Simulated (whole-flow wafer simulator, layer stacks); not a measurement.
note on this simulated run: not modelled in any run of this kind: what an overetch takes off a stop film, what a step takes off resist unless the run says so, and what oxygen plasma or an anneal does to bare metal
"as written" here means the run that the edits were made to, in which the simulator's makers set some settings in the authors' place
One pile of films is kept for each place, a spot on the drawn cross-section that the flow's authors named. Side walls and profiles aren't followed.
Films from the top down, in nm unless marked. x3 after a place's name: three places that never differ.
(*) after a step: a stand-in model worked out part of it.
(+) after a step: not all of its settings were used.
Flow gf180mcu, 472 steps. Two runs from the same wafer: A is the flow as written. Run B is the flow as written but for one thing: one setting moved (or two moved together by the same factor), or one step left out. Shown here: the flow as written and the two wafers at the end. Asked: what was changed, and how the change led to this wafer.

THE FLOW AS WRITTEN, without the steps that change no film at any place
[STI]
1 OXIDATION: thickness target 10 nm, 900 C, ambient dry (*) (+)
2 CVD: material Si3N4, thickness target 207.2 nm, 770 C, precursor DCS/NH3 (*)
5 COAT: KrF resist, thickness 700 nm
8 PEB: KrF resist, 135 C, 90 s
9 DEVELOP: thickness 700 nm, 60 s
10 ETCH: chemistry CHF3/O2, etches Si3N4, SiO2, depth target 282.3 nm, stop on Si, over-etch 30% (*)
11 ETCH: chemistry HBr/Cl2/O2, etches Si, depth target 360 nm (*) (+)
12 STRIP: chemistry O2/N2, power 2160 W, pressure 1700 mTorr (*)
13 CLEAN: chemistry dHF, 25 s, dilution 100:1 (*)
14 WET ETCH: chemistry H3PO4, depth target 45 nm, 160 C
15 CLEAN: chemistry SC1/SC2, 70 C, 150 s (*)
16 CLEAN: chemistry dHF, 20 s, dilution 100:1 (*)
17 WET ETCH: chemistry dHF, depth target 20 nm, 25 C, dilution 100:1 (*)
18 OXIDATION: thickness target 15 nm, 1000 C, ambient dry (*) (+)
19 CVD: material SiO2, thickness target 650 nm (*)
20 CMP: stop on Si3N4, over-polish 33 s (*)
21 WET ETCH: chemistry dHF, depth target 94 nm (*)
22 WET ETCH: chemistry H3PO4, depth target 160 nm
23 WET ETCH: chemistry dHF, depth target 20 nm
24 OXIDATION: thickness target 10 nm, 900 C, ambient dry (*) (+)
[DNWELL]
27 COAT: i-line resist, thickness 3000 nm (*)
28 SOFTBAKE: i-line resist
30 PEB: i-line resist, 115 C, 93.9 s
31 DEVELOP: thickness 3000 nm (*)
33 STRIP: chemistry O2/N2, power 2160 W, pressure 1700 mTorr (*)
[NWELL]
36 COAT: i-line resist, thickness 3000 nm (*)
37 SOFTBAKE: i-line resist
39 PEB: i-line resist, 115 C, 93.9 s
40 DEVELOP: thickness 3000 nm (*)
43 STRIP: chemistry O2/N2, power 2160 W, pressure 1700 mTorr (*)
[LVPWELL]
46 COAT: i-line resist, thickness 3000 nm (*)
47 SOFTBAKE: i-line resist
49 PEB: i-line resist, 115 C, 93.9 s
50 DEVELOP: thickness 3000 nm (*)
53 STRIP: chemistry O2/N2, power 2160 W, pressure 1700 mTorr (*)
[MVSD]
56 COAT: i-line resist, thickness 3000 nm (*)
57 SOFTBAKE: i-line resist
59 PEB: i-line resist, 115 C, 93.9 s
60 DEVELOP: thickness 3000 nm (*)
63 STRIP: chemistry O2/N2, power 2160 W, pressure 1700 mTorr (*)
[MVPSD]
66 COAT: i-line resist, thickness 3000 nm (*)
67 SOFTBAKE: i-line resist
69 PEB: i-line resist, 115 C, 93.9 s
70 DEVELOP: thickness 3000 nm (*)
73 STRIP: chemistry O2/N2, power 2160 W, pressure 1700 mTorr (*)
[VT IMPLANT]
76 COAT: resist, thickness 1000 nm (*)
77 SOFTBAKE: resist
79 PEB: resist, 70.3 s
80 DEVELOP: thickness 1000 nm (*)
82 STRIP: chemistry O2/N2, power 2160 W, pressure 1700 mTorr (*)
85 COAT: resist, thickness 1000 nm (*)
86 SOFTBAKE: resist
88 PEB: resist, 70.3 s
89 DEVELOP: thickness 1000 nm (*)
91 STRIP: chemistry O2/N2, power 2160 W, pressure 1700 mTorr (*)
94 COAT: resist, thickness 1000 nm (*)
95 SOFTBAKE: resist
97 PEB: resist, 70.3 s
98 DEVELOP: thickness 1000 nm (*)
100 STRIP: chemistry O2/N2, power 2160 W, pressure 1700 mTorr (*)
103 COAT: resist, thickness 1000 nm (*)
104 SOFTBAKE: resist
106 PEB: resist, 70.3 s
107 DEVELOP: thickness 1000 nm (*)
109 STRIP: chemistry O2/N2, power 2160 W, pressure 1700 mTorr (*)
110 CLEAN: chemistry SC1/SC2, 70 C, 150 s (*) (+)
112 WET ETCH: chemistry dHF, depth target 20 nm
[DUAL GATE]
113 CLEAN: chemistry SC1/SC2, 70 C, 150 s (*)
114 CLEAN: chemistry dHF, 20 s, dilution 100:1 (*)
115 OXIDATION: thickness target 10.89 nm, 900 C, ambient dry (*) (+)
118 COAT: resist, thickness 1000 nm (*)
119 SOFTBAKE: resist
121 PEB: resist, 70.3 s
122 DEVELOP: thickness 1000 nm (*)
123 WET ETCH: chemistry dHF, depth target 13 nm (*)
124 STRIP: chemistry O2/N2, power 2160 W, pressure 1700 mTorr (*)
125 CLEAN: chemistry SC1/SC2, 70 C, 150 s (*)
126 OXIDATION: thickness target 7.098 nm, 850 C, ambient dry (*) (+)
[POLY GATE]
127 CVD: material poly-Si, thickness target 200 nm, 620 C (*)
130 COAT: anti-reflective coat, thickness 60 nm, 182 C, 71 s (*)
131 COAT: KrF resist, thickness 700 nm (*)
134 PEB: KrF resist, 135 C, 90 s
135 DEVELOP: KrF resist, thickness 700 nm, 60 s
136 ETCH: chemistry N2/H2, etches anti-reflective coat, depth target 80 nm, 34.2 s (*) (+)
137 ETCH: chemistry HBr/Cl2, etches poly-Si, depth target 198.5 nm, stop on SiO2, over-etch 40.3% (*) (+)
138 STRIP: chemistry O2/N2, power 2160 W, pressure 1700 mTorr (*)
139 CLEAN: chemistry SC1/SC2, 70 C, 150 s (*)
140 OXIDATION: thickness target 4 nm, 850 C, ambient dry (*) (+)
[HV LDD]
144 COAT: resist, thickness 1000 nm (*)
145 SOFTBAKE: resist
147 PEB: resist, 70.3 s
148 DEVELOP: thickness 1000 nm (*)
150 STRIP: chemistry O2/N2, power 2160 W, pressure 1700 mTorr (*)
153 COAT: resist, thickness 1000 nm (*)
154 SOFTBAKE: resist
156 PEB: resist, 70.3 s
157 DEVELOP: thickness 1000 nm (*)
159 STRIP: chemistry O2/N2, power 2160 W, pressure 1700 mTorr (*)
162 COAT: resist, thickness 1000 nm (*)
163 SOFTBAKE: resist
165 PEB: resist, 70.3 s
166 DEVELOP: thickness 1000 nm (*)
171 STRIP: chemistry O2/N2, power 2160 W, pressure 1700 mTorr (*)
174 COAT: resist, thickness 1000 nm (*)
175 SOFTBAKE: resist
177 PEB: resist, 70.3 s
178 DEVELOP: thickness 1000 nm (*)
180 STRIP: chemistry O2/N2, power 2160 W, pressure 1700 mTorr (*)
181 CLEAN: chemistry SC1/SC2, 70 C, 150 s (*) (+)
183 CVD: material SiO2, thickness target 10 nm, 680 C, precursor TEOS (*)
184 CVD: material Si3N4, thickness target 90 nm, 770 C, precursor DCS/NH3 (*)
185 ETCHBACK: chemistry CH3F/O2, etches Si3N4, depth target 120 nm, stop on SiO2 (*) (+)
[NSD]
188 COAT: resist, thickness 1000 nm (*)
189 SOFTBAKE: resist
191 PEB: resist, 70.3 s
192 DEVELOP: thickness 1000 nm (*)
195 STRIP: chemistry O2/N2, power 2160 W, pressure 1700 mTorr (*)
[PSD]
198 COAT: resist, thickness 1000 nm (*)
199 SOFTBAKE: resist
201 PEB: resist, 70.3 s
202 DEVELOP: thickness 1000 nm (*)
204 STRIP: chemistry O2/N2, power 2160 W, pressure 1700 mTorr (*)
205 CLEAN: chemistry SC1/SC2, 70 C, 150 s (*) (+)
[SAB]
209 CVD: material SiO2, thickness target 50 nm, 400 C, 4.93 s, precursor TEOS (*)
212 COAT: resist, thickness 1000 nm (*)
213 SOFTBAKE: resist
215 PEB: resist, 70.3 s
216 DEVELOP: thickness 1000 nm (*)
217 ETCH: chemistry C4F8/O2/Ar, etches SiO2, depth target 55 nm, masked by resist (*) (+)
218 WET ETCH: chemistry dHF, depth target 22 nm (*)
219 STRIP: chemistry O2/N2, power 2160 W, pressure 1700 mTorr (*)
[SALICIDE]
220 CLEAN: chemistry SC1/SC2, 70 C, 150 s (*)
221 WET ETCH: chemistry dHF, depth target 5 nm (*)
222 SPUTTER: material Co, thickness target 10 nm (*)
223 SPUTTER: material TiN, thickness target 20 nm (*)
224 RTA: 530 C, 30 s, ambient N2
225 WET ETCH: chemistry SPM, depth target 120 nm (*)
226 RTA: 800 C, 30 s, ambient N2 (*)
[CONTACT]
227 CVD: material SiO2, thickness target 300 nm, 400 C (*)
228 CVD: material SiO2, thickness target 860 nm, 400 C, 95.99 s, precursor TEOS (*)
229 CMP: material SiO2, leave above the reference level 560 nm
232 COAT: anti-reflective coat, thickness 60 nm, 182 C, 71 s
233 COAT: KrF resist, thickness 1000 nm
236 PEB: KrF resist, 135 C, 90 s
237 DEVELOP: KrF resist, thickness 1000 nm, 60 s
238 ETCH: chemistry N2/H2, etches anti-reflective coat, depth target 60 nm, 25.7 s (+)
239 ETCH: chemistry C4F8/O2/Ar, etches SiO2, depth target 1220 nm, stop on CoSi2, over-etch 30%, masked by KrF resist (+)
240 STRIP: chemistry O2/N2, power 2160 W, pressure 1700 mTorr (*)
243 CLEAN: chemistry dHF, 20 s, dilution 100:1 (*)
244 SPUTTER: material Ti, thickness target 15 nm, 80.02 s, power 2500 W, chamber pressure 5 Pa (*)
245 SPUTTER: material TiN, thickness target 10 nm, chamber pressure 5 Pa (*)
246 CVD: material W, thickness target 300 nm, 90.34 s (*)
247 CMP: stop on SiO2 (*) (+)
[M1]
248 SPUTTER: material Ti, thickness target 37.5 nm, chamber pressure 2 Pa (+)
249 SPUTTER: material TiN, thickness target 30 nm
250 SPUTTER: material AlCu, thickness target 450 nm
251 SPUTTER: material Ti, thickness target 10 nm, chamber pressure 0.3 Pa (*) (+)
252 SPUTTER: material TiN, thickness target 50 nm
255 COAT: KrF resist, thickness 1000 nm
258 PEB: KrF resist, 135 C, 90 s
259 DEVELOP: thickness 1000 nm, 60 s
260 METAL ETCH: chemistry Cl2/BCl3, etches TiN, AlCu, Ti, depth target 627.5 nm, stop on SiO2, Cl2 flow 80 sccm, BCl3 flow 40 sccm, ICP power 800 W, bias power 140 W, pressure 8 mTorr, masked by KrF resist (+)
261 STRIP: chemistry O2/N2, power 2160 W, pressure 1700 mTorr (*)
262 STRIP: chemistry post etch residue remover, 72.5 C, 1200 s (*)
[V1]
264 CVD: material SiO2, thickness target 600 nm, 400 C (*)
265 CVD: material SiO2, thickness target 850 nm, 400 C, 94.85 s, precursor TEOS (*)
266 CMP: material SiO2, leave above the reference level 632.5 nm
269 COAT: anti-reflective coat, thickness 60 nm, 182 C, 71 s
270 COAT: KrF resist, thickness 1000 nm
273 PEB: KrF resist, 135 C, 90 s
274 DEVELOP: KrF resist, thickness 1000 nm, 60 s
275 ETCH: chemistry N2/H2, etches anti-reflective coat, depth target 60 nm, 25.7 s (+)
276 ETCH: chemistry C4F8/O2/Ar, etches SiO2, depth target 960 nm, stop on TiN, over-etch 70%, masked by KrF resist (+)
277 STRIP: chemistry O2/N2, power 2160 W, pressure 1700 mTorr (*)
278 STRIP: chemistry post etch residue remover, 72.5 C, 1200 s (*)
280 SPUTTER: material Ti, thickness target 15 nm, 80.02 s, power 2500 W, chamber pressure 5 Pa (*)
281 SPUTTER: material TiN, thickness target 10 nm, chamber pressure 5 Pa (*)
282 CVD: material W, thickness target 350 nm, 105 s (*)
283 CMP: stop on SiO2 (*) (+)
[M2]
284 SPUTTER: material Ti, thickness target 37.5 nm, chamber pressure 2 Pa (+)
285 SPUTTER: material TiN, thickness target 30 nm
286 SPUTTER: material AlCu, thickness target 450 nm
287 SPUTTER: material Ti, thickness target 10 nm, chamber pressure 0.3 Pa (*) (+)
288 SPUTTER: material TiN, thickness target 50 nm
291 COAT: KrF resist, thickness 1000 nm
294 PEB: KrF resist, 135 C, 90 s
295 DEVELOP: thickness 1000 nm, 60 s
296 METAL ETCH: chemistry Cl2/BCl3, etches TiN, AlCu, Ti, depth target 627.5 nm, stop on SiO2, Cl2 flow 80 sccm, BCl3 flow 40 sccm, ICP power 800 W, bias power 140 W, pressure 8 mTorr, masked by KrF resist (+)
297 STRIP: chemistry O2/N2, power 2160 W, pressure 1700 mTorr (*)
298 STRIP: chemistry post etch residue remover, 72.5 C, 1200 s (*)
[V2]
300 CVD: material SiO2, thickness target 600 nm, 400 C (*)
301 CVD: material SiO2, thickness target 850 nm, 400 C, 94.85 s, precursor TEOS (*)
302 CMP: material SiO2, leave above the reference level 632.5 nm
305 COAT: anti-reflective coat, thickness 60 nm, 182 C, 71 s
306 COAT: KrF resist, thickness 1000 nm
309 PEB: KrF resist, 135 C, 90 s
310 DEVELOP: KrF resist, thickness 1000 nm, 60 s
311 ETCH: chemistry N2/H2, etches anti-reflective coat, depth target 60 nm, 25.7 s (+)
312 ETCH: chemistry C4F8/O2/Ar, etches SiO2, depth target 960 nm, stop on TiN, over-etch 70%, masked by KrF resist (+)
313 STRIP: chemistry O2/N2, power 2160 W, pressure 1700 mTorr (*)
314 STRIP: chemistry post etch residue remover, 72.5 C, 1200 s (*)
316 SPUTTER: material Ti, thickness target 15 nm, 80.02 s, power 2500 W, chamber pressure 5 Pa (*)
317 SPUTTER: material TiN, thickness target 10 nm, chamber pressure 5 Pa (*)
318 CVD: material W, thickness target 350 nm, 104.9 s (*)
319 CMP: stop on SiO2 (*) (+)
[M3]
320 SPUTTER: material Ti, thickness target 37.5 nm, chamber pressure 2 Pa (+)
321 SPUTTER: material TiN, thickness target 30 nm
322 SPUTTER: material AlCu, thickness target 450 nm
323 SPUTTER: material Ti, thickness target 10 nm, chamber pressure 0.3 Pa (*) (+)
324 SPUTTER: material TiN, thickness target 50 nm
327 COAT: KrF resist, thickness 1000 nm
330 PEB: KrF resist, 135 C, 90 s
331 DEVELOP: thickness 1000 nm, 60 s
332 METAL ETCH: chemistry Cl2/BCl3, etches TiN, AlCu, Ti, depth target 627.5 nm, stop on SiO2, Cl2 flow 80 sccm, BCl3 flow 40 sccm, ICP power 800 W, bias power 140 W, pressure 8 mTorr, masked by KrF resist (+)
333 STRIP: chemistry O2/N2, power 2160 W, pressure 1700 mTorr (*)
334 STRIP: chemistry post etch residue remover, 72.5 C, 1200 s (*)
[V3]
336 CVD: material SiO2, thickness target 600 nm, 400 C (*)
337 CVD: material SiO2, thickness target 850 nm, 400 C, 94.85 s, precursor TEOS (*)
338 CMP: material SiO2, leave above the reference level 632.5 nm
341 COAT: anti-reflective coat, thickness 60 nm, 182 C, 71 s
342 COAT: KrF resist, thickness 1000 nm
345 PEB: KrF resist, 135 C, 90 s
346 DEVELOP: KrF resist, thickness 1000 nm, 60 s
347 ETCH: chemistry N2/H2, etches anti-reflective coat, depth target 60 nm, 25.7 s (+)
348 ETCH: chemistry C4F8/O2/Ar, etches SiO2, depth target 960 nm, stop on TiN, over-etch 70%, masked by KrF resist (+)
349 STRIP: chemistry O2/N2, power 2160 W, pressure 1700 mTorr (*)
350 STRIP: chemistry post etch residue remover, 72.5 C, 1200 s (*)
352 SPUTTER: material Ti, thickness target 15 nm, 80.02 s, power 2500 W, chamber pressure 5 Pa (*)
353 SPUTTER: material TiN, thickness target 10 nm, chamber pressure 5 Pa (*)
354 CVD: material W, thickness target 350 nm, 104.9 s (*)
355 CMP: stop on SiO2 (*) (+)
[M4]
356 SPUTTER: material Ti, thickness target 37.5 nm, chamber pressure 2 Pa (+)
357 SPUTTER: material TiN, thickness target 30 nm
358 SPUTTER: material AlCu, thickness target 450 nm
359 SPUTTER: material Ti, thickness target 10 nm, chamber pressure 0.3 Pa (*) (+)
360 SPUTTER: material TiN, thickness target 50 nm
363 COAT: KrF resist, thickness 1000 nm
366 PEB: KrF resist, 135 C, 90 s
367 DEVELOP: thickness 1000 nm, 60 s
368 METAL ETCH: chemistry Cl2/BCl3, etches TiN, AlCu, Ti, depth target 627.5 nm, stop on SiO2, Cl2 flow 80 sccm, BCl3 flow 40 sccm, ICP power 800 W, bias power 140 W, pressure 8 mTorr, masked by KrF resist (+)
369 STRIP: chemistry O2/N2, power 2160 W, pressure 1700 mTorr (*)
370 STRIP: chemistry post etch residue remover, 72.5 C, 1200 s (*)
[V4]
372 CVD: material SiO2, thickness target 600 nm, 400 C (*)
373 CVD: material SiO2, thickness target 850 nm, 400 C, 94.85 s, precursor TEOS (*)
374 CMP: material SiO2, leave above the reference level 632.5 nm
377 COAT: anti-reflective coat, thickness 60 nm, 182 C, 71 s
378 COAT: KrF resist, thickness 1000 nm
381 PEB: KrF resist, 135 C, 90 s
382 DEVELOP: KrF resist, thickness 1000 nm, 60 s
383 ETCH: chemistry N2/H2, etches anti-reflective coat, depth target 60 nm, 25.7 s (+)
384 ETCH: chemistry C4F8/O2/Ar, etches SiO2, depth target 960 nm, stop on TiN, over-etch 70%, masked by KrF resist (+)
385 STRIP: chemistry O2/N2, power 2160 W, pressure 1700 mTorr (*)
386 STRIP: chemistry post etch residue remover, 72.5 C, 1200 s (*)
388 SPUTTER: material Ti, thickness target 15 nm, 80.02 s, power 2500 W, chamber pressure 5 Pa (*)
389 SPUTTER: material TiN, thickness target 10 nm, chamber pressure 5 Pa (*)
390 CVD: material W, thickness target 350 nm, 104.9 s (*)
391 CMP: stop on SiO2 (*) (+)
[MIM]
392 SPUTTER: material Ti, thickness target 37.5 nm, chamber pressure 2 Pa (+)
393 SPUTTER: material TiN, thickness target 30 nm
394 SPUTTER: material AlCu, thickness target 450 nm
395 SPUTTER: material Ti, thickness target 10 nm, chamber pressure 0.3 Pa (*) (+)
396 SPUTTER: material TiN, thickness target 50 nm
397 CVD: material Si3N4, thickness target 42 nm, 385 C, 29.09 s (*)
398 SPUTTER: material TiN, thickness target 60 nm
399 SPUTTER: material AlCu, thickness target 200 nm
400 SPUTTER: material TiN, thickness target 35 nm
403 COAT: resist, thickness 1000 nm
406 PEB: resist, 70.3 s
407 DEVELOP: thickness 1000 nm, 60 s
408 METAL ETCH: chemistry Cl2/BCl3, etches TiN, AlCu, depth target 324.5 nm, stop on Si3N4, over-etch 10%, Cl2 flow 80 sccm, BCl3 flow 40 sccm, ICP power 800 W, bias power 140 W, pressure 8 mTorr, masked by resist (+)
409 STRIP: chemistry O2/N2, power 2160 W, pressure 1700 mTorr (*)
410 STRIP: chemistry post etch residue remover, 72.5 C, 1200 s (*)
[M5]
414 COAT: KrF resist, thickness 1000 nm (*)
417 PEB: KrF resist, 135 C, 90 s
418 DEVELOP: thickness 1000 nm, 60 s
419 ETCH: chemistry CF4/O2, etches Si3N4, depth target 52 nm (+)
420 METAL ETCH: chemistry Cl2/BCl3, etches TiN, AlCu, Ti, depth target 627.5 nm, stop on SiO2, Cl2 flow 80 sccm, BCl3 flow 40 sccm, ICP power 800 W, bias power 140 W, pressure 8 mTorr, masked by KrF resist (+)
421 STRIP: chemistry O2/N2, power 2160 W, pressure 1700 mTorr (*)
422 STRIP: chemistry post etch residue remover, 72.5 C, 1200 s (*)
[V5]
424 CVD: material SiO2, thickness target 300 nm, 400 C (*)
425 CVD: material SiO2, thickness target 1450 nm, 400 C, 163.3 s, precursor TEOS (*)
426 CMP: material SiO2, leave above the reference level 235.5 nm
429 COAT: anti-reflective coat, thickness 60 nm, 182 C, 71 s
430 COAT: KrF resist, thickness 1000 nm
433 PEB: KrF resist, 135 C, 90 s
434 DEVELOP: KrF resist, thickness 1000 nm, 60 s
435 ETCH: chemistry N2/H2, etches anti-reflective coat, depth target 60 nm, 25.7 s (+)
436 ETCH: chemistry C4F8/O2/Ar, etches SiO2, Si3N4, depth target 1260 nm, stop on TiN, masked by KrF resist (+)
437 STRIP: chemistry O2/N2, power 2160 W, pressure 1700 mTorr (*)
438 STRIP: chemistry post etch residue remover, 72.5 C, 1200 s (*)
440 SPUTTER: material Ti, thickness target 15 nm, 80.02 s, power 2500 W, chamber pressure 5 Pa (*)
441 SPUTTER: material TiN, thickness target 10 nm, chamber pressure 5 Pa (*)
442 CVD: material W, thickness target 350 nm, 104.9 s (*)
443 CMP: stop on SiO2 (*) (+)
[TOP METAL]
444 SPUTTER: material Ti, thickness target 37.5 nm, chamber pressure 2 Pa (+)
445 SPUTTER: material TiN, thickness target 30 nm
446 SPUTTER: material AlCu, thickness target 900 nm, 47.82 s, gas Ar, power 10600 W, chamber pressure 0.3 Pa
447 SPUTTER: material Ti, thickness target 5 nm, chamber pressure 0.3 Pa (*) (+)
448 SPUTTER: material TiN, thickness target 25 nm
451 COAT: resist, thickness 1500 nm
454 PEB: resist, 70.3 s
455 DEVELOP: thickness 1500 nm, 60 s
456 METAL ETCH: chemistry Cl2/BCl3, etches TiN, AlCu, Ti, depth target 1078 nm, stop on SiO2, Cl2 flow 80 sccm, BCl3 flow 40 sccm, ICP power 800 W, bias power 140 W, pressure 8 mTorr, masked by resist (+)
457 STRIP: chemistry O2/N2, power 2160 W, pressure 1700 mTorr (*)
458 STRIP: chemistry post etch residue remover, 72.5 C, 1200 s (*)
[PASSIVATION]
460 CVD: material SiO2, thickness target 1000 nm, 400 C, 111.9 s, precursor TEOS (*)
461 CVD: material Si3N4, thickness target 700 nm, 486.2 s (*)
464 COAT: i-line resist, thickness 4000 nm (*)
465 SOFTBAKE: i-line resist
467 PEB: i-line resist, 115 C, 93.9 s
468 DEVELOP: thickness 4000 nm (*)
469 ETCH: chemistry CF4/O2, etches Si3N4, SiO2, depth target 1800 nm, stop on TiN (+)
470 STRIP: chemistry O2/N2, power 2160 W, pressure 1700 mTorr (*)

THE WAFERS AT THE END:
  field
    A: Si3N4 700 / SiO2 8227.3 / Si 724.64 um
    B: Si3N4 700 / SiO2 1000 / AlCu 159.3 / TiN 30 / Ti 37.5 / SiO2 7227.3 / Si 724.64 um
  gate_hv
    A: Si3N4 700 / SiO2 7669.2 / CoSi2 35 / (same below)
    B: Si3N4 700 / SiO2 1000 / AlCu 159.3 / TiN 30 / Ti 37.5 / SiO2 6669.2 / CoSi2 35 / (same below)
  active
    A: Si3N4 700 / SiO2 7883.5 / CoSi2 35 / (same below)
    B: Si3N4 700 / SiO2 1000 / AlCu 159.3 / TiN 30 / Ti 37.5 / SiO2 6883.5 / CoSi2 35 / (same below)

The cause: step 456, METAL ETCH: depth target 765 nm was run, where the flow has depth target 1078 nm.

How the change led to this, step by step:
  456 METAL ETCH: chemistry Cl2/BCl3, etches TiN, AlCu, Ti, depth target 1078 nm, stop on SiO2, Cl2 flow 80 sccm, BCl3 flow 40 sccm, ICP power 800 W, bias power 140 W, pressure 8 mTorr, masked by resist (+)
      field, field__w1, field__w2 and 103 more: A TiN -25 (all of it), Ti -5 (all of it), AlCu -900 (all of it), TiN -30 (all of it), Ti -37.5 (all of it) | B TiN -25 (all of it), Ti -5 (all of it), AlCu -735
      field__w8, contact, m1, m1__w1, pad, m1_nw: A resist -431 | B resist -306
  457 STRIP: chemistry O2/N2, power 2160 W, pressure 1700 mTorr (*)
      field__w8, contact, m1, m1__w1, pad, m1_nw: A resist -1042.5 (all of it) | B resist -1167.5 (all of it)
  458 STRIP: chemistry post etch residue remover, 72.5 C, 1200 s (*)
      field, field__w1, field__w2 and 103 more: A nothing | B AlCu -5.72
  460 CVD: material SiO2, thickness target 1000 nm, 400 C, 111.9 s, precursor TEOS (*)
      field, field__w1, field__w2 and 103 more: A SiO2 +1000 | B SiO2 +1000 (new film)
  464 COAT: i-line resist, thickness 4000 nm (*)
      field__w8: A i-line resist +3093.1 (new film) | B i-line resist +3294.4 (new film)
      contact: A i-line resist +3153.6 (new film) | B i-line resist +3334.2 (new film)
      (and at 4 more places)
  465 SOFTBAKE: i-line resist
      gate: A i-line resist +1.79 | B i-line resist -0.22
      field__w11, field__w13: A i-line resist +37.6 | B i-line resist +26.1
      (and at 66 more places)
  467 PEB: i-line resist, 115 C, 93.9 s
      field__w8, m1__w1: A i-line resist -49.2 | B i-line resist -53.3
      contact, m1: A i-line resist -49.6 | B i-line resist -53.6
      (and at 2 more places)
  468 DEVELOP: thickness 4000 nm (*)
      pad: A i-line resist -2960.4 (all of it) | B i-line resist -3181.3 (all of it)
  470 STRIP: chemistry O2/N2, power 2160 W, pressure 1700 mTorr (*)
      field__w8, m1__w1: A i-line resist -1775.9 (all of it) | B i-line resist -1993.3 (all of it)
      contact: A i-line resist -1798.3 (all of it) | B i-line resist -2008.2 (all of it)
      (and at 2 more places)
Counting metal films that touch as one body, field has 1 body; the flow as written gives 0 bodies.
Counting metal films that touch as one body, gate_hv has 2 bodies (between them, from the top down: SiO2 6669.2); the flow as written gives 1 body.
Counting metal films that touch as one body, active has 2 bodies (between them, from the top down: SiO2 6883.5); the flow as written gives 1 body.
